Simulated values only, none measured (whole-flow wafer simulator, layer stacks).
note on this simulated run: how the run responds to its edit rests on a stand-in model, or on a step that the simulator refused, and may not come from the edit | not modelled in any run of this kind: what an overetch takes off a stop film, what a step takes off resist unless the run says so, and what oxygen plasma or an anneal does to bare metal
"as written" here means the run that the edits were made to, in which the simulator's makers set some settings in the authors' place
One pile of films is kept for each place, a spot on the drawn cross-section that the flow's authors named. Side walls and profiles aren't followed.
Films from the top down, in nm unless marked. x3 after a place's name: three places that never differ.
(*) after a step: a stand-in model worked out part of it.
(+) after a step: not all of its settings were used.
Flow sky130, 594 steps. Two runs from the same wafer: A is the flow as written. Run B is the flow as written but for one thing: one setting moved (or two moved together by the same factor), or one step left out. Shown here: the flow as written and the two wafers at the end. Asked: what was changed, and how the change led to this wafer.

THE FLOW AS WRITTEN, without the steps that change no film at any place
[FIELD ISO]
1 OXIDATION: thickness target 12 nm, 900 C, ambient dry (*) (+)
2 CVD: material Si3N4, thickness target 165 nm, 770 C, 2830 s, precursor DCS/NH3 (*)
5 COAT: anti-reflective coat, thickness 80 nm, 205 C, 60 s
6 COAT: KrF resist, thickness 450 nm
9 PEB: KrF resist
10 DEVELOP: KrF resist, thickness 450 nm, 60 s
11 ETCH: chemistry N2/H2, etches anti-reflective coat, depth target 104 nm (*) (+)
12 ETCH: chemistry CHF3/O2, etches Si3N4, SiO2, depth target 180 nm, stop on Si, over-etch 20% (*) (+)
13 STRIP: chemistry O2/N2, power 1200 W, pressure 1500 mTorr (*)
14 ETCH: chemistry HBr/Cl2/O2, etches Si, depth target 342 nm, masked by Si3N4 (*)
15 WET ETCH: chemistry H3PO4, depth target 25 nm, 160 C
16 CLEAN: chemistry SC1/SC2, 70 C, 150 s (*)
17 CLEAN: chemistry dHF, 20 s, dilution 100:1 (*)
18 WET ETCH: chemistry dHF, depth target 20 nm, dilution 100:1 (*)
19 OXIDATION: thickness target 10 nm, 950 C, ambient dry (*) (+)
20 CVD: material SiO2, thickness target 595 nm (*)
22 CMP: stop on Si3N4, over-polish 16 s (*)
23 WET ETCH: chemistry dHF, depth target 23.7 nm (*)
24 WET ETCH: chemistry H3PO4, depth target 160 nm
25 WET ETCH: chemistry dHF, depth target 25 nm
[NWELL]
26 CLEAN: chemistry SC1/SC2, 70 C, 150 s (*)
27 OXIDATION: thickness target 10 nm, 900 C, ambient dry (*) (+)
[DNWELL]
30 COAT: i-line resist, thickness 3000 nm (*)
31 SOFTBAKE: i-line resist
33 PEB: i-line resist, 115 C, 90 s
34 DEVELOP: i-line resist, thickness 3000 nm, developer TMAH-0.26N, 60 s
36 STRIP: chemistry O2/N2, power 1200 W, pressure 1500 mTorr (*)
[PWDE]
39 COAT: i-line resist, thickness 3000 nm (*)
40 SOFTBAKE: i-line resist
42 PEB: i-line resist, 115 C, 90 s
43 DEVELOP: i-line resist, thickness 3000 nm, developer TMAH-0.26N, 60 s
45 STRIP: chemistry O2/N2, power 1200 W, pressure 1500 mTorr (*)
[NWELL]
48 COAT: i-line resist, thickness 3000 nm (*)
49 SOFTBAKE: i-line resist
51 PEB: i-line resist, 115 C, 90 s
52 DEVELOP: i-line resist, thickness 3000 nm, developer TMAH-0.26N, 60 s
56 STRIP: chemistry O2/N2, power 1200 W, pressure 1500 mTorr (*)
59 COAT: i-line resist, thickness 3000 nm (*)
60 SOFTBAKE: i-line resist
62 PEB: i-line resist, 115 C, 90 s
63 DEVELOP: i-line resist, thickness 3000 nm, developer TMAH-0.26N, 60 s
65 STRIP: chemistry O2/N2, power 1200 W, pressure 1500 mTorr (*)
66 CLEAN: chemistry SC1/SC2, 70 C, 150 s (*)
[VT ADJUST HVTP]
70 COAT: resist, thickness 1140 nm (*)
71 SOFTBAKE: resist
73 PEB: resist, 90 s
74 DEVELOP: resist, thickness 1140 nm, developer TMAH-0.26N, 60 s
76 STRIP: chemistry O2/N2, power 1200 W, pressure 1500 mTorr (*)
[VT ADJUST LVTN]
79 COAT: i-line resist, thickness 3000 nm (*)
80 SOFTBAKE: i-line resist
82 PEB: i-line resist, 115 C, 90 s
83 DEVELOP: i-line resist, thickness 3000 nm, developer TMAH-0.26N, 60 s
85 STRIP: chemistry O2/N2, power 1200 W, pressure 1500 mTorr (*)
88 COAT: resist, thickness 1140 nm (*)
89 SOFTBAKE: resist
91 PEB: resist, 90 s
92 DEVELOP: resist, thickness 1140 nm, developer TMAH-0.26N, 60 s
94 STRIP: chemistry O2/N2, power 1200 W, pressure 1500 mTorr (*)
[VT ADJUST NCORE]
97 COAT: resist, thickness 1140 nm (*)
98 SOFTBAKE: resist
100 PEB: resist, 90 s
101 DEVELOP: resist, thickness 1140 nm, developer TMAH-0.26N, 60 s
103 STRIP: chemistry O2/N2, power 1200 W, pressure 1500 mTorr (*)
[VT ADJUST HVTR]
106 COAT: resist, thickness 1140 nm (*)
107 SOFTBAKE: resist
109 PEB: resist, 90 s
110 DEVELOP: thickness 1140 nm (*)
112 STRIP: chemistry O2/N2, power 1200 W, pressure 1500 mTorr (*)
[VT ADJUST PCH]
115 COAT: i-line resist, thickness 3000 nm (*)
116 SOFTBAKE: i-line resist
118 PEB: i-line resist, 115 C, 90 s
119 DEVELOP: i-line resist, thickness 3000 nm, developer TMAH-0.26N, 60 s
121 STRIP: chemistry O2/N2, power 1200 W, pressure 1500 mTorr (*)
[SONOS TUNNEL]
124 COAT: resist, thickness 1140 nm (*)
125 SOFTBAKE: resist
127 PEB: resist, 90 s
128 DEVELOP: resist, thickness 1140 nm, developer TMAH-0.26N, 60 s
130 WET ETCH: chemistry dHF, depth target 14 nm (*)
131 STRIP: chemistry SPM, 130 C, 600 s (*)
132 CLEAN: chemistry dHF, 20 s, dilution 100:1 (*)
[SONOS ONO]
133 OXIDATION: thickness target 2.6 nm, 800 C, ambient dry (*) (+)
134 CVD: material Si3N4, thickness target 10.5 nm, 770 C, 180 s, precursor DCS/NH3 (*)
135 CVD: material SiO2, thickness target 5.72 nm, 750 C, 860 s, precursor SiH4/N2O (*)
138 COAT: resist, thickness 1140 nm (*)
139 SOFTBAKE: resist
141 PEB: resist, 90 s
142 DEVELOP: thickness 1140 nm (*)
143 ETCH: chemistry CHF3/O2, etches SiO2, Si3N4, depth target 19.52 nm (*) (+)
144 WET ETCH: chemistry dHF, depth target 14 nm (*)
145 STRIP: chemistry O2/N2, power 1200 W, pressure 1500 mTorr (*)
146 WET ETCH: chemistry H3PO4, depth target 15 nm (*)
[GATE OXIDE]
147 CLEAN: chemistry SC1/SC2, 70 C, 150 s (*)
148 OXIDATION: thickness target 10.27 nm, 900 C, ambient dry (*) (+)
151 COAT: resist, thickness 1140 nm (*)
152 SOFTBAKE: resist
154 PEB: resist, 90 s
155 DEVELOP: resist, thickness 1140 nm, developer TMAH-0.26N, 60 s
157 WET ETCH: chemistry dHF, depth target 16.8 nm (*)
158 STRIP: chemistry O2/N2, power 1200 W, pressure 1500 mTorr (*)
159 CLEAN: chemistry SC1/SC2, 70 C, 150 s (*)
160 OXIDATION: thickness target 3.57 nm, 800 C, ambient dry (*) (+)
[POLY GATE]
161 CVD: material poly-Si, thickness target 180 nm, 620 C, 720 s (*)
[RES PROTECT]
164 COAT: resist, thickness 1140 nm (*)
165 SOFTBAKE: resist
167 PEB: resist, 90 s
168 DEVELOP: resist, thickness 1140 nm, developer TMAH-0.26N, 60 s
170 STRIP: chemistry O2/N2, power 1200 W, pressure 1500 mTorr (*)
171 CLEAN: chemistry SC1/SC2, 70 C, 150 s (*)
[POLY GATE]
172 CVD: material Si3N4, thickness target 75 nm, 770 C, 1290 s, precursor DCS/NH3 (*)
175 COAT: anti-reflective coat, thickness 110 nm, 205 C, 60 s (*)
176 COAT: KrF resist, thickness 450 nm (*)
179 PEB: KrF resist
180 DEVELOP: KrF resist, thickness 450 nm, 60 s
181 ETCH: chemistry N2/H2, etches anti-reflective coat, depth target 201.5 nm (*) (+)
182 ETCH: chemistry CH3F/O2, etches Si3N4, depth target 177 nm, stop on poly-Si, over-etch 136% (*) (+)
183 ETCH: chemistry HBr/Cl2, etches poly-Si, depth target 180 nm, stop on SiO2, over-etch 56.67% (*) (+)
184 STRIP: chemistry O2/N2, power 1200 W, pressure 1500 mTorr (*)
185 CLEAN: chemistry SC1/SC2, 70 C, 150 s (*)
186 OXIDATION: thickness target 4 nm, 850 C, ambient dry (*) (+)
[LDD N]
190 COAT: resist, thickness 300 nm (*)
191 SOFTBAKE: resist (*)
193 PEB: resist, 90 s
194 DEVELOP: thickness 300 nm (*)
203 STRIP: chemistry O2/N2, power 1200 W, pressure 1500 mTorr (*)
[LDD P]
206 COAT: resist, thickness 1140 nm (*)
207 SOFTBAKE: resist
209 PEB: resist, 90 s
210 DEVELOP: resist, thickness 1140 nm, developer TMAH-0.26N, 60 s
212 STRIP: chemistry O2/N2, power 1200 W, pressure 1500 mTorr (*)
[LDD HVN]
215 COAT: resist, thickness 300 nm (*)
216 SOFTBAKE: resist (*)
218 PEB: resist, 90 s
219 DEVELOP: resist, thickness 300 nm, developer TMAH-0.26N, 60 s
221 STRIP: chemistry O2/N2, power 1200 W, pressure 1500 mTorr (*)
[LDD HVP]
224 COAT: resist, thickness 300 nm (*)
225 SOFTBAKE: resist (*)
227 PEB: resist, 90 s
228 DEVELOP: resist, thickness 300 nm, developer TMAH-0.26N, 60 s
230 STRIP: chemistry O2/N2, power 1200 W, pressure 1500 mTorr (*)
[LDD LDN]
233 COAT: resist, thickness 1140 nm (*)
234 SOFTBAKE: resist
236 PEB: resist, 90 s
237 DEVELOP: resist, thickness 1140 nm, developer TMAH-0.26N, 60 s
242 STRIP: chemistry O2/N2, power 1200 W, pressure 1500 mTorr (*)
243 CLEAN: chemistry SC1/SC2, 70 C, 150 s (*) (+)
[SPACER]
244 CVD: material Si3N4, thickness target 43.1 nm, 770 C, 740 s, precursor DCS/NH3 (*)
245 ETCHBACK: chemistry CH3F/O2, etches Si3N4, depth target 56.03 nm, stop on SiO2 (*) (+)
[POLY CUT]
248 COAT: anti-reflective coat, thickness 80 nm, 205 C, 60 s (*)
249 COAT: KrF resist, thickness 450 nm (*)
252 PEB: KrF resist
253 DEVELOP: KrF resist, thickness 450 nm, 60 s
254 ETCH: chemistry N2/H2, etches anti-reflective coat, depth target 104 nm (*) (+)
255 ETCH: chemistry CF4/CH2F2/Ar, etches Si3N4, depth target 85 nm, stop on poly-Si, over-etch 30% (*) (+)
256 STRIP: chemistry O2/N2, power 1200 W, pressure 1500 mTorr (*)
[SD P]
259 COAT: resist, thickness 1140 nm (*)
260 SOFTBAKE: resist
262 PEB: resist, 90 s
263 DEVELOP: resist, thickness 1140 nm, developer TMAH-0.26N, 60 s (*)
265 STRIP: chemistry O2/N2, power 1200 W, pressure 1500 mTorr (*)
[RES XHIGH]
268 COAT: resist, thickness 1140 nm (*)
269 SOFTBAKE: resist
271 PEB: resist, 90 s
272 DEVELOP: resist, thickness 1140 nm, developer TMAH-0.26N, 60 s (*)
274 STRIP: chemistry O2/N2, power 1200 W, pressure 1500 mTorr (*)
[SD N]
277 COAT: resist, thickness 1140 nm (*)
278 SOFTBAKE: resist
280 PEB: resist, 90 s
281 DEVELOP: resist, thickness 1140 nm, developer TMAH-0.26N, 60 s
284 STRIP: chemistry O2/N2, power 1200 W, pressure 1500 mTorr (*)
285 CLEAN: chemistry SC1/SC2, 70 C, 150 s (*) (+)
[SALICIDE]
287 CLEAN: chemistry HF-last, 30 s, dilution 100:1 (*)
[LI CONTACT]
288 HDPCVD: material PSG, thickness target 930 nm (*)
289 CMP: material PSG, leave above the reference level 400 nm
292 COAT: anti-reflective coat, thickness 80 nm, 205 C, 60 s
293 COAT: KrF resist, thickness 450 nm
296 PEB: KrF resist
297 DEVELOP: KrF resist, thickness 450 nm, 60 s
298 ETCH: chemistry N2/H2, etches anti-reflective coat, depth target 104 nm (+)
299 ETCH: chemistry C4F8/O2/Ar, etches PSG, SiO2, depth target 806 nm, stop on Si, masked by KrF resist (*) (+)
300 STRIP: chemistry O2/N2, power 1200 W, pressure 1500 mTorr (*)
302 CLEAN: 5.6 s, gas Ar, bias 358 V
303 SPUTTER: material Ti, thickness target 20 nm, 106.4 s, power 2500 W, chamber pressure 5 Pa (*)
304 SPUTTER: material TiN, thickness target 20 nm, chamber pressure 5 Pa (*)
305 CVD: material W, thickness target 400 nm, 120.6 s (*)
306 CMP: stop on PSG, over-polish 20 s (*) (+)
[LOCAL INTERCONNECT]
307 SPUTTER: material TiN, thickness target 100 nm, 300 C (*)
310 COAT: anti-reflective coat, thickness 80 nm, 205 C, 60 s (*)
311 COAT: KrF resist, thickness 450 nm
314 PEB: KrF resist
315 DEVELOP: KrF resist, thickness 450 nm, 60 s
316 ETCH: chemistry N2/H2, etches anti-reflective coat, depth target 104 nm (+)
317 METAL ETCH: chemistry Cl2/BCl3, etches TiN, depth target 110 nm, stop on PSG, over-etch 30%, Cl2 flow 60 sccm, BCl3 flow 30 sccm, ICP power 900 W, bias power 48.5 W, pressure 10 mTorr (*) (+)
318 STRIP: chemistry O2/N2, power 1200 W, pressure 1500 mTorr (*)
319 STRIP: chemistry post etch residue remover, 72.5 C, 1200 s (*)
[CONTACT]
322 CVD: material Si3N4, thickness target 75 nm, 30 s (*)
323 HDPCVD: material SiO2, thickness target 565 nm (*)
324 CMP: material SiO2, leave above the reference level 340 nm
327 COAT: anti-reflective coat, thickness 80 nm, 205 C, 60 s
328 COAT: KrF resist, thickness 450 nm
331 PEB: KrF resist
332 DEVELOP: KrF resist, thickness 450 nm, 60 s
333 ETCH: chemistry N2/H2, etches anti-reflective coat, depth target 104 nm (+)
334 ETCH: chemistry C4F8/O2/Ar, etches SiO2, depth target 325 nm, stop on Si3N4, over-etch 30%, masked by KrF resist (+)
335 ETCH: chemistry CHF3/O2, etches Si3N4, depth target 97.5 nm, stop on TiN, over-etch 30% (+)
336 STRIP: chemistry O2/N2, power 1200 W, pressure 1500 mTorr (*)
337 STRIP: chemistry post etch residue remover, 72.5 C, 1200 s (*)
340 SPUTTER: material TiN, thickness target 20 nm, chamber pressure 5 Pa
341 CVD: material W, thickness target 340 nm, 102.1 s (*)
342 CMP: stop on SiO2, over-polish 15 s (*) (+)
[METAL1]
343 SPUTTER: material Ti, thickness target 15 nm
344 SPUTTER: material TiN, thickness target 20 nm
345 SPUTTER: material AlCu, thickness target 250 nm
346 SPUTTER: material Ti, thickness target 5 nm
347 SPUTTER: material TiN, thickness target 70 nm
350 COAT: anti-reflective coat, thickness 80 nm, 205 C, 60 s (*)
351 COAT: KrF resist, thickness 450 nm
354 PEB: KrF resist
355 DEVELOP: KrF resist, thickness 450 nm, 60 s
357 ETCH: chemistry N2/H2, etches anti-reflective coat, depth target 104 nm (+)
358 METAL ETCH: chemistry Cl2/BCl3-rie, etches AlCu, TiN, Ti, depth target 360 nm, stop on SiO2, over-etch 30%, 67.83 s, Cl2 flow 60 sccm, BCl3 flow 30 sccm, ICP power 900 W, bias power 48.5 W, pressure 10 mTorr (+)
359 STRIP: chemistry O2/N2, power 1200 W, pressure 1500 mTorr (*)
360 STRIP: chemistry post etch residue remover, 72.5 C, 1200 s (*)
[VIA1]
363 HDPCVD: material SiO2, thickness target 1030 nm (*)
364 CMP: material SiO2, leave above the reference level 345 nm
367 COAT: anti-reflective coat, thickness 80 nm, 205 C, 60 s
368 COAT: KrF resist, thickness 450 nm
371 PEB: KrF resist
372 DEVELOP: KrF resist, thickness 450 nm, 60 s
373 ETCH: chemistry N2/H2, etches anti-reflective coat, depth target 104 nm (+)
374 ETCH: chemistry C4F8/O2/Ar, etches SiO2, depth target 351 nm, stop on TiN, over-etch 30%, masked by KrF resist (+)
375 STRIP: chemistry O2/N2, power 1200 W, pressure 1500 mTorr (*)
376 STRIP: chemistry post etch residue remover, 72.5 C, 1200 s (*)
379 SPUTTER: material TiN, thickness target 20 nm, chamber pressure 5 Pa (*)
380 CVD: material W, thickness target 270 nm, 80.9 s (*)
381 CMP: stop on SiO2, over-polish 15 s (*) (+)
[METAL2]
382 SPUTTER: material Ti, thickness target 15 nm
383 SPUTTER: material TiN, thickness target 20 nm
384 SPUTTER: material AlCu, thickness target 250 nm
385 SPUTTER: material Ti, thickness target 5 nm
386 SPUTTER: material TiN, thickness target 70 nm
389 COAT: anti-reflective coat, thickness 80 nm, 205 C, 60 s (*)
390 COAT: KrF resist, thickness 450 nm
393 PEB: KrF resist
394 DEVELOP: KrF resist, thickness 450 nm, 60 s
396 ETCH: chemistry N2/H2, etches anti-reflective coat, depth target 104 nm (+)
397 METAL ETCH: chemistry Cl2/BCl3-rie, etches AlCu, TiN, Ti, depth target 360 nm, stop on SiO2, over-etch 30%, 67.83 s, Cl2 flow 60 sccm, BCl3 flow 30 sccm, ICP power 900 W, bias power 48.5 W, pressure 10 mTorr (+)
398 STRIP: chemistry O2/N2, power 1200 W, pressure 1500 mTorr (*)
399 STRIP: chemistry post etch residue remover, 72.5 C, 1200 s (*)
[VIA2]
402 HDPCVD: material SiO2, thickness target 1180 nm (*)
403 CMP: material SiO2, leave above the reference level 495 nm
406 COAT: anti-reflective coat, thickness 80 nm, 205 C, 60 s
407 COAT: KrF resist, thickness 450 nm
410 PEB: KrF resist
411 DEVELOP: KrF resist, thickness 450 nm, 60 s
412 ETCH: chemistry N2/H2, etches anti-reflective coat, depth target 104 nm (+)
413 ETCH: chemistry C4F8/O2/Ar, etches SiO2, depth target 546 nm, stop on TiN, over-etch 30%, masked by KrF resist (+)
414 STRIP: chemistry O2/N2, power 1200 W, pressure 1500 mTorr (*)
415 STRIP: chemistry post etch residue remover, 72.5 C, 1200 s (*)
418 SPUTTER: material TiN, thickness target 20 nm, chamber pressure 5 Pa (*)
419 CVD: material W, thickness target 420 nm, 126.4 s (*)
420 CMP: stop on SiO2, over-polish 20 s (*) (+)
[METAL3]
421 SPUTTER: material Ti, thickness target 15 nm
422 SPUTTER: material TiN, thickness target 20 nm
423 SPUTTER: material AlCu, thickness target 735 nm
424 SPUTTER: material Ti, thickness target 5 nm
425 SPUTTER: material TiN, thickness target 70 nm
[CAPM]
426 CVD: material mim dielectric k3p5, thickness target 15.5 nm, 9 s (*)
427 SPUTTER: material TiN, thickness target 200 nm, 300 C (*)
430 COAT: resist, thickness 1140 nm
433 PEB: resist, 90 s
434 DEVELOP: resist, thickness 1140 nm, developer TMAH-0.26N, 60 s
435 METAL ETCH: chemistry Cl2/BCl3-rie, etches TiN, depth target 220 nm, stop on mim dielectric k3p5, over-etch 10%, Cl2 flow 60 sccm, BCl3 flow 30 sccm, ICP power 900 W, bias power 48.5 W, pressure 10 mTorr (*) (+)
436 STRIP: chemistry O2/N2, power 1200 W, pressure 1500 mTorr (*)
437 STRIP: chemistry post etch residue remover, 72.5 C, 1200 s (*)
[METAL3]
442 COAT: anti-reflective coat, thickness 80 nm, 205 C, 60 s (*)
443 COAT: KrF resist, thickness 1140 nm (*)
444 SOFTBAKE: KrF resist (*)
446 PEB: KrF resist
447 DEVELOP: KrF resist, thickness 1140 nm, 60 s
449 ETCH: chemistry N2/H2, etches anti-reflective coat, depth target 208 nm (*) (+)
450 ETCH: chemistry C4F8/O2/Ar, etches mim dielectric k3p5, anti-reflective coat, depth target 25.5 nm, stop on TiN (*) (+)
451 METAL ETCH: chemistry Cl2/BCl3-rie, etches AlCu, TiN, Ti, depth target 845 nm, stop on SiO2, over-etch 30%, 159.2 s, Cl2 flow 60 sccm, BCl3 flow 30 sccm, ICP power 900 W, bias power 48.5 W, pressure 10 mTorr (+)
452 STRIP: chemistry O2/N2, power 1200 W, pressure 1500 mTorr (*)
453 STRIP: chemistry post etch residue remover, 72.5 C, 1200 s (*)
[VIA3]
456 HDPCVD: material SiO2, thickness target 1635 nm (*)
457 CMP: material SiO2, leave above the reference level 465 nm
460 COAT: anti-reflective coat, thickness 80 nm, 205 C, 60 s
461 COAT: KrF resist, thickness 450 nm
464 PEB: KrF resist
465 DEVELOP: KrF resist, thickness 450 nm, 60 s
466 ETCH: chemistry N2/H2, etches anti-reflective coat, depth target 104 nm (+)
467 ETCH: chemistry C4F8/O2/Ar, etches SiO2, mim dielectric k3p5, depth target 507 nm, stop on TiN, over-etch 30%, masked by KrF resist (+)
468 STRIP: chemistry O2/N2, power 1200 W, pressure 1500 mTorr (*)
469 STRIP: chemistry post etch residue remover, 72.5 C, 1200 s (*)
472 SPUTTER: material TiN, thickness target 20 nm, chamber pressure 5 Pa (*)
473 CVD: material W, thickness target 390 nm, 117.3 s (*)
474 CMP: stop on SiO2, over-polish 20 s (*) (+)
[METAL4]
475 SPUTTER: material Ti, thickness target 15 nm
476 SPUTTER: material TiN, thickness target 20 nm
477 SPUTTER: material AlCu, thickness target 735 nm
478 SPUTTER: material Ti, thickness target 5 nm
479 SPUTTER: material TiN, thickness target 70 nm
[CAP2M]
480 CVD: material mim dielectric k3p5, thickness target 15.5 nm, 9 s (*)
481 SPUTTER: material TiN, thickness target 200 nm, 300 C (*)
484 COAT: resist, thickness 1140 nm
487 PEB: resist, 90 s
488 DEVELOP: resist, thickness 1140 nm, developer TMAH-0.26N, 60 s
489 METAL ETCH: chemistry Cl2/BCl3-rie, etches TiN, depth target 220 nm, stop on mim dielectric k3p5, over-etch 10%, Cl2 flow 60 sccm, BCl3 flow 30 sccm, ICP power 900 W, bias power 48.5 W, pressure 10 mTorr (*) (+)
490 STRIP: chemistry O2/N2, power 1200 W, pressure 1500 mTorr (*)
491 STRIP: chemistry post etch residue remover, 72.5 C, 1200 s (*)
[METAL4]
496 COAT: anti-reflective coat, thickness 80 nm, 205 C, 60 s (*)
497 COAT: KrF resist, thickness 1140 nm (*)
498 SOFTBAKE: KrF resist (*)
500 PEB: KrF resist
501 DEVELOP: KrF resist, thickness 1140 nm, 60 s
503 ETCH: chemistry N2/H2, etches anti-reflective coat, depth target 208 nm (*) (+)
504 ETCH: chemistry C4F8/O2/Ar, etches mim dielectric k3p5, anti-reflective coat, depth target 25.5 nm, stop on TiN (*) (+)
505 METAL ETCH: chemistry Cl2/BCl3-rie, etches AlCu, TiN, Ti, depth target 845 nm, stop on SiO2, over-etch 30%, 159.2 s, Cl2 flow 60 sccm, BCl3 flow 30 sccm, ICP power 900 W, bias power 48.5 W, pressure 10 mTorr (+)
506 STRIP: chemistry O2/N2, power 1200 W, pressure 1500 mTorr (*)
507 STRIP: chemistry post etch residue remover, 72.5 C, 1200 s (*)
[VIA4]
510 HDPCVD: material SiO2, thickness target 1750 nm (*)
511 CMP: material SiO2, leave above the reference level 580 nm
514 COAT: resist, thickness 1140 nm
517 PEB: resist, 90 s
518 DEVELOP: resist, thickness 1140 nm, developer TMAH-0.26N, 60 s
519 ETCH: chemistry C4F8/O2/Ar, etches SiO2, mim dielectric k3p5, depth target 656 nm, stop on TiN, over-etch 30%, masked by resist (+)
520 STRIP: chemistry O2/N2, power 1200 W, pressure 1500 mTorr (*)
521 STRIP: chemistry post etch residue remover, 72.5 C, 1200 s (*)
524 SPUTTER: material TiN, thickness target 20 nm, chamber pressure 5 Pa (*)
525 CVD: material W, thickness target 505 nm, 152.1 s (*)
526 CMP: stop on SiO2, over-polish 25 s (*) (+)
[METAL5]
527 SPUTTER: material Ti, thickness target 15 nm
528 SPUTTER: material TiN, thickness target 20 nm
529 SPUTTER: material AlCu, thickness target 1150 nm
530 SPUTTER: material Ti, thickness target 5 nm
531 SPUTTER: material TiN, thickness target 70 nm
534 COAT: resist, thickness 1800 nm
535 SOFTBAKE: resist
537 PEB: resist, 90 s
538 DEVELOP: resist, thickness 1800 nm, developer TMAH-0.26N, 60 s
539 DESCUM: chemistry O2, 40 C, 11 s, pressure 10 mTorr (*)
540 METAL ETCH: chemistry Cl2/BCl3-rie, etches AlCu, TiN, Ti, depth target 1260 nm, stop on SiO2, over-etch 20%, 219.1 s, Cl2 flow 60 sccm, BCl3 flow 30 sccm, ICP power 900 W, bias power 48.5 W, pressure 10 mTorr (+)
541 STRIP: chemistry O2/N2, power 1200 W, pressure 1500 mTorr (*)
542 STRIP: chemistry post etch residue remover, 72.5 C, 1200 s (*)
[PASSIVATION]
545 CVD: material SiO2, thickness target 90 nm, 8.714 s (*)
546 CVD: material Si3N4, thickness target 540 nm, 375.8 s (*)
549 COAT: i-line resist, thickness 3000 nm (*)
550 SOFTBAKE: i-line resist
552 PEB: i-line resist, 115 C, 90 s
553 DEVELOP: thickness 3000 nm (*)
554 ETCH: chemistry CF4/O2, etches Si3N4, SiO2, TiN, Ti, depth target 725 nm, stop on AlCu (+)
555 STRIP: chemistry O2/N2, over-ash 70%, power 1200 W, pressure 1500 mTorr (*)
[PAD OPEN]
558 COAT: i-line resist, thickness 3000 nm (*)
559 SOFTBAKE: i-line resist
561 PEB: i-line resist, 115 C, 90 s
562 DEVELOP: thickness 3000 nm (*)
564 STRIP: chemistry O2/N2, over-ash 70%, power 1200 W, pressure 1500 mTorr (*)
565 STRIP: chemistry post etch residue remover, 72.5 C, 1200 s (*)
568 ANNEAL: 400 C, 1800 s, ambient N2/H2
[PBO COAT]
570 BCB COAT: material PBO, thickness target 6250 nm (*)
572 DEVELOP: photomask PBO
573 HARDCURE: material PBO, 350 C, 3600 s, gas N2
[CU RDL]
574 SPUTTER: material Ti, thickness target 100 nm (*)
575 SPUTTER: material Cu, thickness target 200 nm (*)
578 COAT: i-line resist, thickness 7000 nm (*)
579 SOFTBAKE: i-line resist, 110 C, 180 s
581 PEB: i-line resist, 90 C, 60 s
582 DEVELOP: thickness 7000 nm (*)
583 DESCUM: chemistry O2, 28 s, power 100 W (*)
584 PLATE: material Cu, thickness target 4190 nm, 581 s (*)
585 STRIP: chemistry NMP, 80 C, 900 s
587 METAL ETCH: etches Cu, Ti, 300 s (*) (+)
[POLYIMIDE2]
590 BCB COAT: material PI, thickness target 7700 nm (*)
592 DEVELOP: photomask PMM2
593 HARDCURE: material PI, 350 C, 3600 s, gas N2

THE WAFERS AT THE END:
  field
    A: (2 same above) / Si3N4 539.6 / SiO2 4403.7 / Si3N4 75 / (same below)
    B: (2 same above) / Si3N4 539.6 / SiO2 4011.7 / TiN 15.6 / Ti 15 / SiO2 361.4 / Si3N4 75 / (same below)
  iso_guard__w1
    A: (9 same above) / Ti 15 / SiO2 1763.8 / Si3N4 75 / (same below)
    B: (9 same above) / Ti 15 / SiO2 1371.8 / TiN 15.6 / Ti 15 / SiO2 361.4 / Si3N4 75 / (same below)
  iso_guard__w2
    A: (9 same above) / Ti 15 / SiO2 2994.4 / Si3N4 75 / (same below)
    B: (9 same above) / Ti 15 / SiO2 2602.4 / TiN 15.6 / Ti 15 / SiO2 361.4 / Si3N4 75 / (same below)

The cause: step 358, METAL ETCH: depth target 252 nm was run, where the flow has depth target 360 nm.

How the change led to this, step by step:
  358 METAL ETCH: chemistry Cl2/BCl3-rie, etches AlCu, TiN, Ti, depth target 360 nm, stop on SiO2, over-etch 30%, 67.83 s, Cl2 flow 60 sccm, BCl3 flow 30 sccm, ICP power 900 W, bias power 48.5 W, pressure 10 mTorr (+)
      field, active, gate and 80 more: A TiN -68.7 (all of it), Ti -5 (all of it), AlCu -250 (all of it), TiN -20 (all of it), Ti -15 (all of it), SiO2 -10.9 | B TiN -68.7 (all of it), Ti -5 (all of it), AlCu -250 (all of it), TiN -3.93
      rpo_hd: A TiN -68.7 (all of it), Ti -5 (all of it), AlCu -250 (all of it), TiN -20 (all of it), Ti -15 (all of it), SiO2 -10.9 | B TiN -68.7 (all of it), Ti -5 (all of it), AlCu -250 (all of it), TiN -3.94
      (and at 107 more places)
  359 STRIP: chemistry O2/N2, power 1200 W, pressure 1500 mTorr (*)
      n_well, p_well, gate_hv and 100 more: A KrF resist -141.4 (all of it), anti-reflective coat -80 (all of it) | B KrF resist -211.6 (all of it), anti-reflective coat -80 (all of it)
      poly_licon, rpo_hd_licon: A KrF resist -141.5 (all of it), anti-reflective coat -80.4 (all of it) | B KrF resist -211.7 (all of it), anti-reflective coat -80.4 (all of it)
      (and at 2 more places)
  363 HDPCVD: material SiO2, thickness target 1030 nm (*)
      field, active, gate and 81 more: A SiO2 +1030 | B SiO2 +1030 (new film)
  364 CMP: material SiO2, leave above the reference level 345 nm
      field, active, gate and 81 more: A SiO2 -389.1 | B SiO2 -430.6
Counting metal films that touch as one body, field has 1 body; the flow as written gives 0 bodies.
Counting metal films that touch as one body, iso_guard__w1 has 2 bodies (between them, from the top down: SiO2 1371.8); the flow as written gives 1 body.
Counting metal films that touch as one body, iso_guard__w2 has 2 bodies (between them, from the top down: SiO2 2602.4); the flow as written gives 1 body.
